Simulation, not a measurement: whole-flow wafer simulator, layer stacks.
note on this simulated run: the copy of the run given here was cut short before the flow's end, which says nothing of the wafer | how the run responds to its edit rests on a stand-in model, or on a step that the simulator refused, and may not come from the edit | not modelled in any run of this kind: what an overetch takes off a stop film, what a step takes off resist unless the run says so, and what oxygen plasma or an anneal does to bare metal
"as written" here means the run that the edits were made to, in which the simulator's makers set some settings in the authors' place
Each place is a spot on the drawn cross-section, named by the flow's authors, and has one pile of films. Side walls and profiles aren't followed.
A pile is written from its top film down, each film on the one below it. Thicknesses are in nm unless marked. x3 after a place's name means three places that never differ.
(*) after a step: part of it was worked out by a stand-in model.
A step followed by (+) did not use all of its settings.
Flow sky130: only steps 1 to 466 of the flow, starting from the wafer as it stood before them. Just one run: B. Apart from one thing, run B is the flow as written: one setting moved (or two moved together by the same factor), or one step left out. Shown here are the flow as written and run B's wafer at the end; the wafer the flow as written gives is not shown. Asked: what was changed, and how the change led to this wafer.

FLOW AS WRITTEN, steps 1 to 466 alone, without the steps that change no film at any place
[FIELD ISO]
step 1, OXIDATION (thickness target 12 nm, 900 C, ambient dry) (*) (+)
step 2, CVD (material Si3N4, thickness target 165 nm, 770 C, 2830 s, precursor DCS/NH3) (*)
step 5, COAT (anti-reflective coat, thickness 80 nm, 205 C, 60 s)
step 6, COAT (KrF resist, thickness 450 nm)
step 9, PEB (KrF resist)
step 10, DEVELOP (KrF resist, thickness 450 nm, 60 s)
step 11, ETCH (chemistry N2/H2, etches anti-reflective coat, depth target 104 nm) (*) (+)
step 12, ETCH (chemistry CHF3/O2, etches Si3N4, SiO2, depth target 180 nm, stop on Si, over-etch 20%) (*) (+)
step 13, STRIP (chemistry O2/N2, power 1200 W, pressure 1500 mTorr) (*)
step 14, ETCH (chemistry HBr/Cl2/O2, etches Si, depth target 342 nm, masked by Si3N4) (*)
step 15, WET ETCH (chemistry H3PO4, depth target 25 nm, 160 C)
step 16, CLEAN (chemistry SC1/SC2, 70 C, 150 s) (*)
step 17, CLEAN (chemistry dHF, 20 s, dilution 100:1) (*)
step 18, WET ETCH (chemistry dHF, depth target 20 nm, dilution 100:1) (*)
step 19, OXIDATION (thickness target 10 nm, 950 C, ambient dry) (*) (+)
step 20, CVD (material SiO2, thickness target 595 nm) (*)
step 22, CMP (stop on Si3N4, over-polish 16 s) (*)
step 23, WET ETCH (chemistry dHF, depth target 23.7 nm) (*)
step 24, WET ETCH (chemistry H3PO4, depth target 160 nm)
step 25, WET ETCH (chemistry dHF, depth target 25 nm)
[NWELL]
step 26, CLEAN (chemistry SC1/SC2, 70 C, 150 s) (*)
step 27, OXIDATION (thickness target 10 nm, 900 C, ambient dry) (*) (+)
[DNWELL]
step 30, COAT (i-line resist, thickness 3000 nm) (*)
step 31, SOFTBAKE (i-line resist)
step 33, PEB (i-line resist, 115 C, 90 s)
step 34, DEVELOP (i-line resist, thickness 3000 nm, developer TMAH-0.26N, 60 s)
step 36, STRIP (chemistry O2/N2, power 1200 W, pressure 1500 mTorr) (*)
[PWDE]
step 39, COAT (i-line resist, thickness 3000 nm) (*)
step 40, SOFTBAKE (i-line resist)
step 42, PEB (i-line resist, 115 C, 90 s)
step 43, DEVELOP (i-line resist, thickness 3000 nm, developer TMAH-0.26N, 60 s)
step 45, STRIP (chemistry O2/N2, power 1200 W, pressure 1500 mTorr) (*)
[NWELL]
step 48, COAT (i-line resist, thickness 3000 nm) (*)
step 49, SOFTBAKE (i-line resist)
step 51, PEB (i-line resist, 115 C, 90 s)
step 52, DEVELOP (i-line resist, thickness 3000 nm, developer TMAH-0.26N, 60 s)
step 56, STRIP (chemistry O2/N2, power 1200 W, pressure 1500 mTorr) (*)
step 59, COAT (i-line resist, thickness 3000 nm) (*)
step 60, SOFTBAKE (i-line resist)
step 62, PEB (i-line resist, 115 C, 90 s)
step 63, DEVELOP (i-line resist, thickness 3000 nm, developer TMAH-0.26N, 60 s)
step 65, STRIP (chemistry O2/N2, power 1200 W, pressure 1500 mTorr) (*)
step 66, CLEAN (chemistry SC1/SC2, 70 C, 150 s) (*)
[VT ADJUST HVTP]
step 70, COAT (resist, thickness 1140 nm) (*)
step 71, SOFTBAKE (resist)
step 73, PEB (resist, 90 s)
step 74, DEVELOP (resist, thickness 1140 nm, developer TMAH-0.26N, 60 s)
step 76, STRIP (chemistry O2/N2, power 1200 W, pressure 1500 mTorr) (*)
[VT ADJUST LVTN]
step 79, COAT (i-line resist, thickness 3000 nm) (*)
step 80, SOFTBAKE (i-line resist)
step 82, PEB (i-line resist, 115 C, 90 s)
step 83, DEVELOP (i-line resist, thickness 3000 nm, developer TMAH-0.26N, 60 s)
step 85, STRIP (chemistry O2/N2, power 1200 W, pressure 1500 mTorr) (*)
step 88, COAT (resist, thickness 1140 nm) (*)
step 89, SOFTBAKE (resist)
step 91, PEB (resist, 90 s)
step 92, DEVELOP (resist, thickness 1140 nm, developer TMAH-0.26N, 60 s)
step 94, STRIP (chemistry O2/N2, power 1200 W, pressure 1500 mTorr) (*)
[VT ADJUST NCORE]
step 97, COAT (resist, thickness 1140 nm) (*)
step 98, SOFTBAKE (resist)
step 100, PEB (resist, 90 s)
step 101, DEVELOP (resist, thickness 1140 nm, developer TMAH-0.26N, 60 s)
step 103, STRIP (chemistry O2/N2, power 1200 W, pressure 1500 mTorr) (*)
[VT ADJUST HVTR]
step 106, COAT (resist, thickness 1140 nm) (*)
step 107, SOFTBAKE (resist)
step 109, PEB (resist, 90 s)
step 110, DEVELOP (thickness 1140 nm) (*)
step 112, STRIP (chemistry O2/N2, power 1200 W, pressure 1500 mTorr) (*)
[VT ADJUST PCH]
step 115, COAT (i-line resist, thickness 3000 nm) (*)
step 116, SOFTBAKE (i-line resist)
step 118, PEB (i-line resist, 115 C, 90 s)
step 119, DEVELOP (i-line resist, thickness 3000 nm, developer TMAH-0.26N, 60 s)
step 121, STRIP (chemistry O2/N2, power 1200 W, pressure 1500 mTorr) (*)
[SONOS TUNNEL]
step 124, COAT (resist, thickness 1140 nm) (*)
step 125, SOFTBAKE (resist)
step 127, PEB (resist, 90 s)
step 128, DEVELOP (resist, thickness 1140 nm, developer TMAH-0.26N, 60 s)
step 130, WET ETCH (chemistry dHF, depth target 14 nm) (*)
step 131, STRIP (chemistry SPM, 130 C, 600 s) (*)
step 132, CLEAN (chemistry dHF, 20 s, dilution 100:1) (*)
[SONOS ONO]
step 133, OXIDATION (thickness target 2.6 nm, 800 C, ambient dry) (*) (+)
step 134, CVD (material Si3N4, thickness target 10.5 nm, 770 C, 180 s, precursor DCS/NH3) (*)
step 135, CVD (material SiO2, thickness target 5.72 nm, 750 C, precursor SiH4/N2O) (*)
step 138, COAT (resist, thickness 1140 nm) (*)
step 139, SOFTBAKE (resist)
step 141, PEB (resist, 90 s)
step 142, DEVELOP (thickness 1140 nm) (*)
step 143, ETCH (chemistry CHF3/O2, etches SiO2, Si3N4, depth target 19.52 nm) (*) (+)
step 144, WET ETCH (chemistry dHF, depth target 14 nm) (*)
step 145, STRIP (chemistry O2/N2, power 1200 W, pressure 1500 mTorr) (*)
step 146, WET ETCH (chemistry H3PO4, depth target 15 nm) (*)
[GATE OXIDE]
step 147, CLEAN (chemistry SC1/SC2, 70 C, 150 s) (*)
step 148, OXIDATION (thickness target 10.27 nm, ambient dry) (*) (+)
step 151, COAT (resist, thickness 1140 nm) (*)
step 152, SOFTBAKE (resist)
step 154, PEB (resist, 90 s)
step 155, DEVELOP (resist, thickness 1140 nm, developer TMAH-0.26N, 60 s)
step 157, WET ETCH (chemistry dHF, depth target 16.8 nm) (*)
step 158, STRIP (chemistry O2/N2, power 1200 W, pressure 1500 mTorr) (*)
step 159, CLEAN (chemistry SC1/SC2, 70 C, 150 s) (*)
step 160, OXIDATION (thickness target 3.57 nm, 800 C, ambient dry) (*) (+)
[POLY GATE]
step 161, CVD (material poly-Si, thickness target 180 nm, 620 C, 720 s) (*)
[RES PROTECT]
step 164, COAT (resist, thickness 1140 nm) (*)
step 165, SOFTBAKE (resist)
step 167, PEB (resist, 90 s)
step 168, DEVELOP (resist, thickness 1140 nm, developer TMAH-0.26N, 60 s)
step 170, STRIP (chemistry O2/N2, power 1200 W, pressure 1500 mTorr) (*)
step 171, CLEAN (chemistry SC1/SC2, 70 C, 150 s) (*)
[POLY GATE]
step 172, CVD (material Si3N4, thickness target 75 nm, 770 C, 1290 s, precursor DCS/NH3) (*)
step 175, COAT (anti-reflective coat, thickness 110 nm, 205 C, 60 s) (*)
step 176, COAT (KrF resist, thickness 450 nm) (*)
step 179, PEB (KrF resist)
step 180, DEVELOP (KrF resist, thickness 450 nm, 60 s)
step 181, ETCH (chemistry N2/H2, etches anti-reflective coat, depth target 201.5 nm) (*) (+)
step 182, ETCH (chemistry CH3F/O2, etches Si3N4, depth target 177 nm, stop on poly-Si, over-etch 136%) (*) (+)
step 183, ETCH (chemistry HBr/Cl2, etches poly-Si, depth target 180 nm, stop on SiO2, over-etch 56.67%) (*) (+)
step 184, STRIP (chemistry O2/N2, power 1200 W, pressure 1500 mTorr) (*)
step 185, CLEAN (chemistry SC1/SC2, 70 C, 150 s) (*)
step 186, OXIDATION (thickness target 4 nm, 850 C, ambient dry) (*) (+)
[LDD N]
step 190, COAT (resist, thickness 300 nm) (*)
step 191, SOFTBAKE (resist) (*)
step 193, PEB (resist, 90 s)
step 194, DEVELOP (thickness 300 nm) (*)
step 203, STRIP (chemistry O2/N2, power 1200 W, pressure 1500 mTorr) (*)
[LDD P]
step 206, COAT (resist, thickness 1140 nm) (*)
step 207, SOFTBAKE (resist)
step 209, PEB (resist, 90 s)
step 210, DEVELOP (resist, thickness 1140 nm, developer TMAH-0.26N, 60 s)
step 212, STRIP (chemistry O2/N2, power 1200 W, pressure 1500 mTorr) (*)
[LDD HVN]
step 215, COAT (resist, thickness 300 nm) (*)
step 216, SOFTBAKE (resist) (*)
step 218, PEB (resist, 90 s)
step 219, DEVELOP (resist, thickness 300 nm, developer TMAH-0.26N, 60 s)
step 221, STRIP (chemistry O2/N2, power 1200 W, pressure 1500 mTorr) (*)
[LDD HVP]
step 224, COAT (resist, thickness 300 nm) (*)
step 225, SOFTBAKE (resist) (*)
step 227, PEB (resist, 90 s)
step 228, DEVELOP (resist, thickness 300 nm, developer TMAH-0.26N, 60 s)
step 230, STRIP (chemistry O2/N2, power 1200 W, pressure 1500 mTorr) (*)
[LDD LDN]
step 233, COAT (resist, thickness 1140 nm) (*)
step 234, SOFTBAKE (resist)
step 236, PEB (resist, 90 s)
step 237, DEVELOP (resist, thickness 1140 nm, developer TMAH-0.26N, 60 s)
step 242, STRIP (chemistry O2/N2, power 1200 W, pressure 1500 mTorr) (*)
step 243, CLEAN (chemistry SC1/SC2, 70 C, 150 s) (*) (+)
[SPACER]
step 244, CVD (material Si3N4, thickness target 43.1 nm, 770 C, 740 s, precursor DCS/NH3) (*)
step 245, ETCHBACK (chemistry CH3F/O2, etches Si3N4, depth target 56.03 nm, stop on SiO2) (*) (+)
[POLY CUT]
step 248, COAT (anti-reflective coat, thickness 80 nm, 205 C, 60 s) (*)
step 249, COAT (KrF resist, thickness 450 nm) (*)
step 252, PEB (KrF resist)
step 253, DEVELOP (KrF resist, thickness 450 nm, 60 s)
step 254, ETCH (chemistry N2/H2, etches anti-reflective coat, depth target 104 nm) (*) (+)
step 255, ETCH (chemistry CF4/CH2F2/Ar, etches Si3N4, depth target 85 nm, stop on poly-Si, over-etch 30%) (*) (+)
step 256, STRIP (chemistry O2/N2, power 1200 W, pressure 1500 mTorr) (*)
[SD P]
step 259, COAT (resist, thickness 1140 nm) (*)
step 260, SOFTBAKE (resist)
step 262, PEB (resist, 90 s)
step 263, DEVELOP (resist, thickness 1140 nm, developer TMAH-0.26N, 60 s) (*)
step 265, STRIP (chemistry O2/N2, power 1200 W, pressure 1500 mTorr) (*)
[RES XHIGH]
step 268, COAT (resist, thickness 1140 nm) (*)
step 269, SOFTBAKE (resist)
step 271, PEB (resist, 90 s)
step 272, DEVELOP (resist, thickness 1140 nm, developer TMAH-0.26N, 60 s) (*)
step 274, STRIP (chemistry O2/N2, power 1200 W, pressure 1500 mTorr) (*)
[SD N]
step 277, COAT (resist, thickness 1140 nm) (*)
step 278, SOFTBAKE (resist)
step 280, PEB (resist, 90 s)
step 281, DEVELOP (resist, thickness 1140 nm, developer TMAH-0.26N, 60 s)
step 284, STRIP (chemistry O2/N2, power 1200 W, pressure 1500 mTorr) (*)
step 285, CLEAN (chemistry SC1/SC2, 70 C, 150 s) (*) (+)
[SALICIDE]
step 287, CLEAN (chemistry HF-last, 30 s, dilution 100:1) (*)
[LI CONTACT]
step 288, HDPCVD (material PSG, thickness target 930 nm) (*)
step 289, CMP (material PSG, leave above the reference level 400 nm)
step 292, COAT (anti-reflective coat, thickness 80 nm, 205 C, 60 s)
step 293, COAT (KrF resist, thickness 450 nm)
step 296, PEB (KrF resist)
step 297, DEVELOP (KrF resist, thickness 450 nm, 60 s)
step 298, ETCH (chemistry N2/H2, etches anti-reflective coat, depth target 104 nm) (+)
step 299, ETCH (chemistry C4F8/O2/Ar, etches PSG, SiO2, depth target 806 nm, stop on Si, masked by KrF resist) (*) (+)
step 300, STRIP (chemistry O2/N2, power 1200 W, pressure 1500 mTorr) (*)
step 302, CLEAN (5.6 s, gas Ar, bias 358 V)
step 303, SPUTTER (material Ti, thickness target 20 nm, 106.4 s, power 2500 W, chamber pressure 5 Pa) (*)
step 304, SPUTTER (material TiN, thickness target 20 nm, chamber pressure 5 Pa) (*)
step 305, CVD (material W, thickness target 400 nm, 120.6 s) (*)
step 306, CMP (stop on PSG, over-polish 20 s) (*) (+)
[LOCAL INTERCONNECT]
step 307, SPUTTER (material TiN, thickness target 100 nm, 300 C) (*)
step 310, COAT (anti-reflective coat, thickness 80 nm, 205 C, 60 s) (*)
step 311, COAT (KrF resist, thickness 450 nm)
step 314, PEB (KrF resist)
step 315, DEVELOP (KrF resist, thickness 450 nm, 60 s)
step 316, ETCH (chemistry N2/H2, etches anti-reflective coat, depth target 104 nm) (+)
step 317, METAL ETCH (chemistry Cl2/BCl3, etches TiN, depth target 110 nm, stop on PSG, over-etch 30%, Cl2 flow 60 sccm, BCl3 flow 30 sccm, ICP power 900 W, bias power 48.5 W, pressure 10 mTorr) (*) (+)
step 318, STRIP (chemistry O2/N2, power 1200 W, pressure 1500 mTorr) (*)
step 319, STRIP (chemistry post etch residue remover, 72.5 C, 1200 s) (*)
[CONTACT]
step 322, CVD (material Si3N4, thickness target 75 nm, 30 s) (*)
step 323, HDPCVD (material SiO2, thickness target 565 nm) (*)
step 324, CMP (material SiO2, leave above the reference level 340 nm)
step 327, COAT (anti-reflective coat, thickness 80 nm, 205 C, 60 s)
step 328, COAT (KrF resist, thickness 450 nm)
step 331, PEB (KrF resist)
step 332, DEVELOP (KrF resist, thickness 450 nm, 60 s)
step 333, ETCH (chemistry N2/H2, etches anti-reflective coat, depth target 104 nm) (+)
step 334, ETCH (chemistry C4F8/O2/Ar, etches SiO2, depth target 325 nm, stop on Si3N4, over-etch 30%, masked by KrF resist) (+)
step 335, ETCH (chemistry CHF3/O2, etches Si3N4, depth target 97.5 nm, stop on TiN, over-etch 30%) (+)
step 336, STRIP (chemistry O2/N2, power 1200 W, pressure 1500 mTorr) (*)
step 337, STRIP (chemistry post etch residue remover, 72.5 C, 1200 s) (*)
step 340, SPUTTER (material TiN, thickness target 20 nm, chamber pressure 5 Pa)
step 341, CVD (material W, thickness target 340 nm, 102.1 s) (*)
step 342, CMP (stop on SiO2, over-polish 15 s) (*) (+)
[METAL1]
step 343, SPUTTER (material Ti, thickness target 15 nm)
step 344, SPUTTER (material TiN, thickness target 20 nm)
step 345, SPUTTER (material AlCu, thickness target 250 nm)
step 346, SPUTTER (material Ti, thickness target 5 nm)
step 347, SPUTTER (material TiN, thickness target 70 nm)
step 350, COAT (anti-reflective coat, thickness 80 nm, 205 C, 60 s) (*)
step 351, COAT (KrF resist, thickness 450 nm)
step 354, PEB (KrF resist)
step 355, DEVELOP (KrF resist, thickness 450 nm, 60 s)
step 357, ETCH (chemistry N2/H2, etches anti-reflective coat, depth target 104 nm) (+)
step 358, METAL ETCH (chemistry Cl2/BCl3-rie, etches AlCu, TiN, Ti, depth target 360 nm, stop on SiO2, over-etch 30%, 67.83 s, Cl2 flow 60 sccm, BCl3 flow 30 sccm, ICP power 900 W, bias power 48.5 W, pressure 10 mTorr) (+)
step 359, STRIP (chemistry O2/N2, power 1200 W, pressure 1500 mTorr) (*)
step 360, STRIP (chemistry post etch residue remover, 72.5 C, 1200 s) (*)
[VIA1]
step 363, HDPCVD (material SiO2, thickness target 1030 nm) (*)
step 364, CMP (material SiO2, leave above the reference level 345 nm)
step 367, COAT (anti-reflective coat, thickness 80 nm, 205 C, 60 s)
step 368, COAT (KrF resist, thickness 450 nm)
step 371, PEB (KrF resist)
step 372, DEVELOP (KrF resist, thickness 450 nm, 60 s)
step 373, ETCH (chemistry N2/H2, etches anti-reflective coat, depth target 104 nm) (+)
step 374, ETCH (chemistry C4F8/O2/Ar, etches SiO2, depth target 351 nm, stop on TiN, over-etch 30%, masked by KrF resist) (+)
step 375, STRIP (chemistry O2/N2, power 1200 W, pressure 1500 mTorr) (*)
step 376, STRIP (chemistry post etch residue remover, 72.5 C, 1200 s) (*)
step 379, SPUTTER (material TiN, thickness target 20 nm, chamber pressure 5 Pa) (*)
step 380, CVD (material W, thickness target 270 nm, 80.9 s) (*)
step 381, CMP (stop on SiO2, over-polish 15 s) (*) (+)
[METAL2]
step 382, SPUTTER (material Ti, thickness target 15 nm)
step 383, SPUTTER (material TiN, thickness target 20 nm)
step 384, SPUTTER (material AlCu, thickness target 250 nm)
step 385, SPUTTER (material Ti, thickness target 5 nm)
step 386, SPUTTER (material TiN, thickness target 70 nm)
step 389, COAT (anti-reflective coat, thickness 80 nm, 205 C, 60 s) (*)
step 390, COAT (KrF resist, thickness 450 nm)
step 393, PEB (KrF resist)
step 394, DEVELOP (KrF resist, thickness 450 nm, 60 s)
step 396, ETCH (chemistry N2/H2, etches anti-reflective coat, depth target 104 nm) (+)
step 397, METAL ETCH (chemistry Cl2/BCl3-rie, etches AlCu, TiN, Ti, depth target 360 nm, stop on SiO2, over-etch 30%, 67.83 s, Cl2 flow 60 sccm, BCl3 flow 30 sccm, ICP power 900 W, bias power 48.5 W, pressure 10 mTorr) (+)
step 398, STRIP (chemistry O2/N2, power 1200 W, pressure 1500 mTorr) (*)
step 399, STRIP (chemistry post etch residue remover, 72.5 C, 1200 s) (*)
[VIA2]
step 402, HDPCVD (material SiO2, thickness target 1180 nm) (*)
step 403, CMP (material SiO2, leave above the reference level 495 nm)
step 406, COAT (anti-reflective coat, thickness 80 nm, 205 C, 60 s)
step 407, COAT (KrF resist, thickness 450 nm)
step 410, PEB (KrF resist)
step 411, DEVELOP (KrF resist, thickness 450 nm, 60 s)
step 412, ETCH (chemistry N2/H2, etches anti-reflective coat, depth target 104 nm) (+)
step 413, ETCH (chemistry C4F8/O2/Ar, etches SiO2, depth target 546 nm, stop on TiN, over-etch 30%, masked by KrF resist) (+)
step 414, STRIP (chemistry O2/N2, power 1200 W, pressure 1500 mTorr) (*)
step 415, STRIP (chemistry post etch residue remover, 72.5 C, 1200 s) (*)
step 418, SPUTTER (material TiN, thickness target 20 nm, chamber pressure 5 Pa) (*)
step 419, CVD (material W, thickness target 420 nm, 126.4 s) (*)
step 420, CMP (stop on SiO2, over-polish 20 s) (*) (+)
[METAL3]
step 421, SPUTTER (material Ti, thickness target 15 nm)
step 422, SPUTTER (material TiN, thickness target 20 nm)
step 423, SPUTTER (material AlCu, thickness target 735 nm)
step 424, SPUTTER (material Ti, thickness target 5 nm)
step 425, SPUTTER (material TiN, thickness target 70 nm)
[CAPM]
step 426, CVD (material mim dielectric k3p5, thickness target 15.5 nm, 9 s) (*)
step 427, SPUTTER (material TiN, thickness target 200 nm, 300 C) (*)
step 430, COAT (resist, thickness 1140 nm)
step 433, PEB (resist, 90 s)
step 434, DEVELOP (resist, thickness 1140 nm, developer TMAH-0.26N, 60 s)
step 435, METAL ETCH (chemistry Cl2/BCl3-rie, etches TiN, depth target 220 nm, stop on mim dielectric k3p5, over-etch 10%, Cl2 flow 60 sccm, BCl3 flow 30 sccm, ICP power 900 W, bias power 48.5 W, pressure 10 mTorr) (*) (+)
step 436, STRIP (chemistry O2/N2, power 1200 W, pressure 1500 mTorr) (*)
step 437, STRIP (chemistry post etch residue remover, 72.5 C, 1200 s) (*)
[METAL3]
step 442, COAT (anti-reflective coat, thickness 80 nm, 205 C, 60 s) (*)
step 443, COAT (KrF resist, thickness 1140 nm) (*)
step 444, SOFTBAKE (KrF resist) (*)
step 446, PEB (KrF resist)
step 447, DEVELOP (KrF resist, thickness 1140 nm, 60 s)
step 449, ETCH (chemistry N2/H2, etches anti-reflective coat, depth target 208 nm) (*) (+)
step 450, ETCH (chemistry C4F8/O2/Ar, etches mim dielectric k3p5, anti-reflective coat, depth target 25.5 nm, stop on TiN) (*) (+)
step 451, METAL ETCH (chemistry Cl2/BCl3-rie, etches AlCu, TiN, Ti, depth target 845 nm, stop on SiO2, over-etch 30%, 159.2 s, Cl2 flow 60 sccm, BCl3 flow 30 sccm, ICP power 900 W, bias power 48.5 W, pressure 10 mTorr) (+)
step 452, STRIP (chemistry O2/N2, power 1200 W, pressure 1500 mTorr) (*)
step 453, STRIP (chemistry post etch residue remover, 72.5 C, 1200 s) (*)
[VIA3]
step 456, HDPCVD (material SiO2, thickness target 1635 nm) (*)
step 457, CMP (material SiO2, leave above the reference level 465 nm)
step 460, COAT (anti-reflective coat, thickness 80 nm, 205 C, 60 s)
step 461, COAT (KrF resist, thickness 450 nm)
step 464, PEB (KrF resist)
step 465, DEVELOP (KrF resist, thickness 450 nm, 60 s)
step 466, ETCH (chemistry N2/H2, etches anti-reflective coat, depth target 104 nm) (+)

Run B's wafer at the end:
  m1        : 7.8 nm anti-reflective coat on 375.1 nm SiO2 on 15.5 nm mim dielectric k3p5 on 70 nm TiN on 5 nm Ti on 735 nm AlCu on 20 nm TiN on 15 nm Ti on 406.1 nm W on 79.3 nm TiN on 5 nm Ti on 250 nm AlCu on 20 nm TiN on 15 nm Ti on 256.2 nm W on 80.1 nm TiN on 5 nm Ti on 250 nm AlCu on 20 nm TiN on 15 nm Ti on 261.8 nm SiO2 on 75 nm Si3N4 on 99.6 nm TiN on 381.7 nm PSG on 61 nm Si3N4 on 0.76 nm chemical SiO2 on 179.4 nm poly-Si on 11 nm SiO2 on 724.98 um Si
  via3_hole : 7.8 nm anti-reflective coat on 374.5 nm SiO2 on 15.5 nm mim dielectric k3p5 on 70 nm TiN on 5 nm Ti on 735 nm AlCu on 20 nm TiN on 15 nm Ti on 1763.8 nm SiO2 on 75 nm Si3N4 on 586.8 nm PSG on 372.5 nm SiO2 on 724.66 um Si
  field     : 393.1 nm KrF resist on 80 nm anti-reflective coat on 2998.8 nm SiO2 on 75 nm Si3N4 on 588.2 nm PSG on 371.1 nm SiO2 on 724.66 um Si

The reason: step 466, ETCH: depth target 72.2 nm was run, while the flow as written has depth target 104 nm.

Step by step, how the change led to this:
  step 466, ETCH (chemistry N2/H2, etches anti-reflective coat, depth target 104 nm) (+)
      m1, via3_hole: anti-reflective coat loses 72.2 (as written it would have been: anti-reflective coat loses 80 (all of it), SiO2 loses 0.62)
      field, active, n_well and 187 more: KrF resist loses 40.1 (as written it would have been: KrF resist loses 57.8)
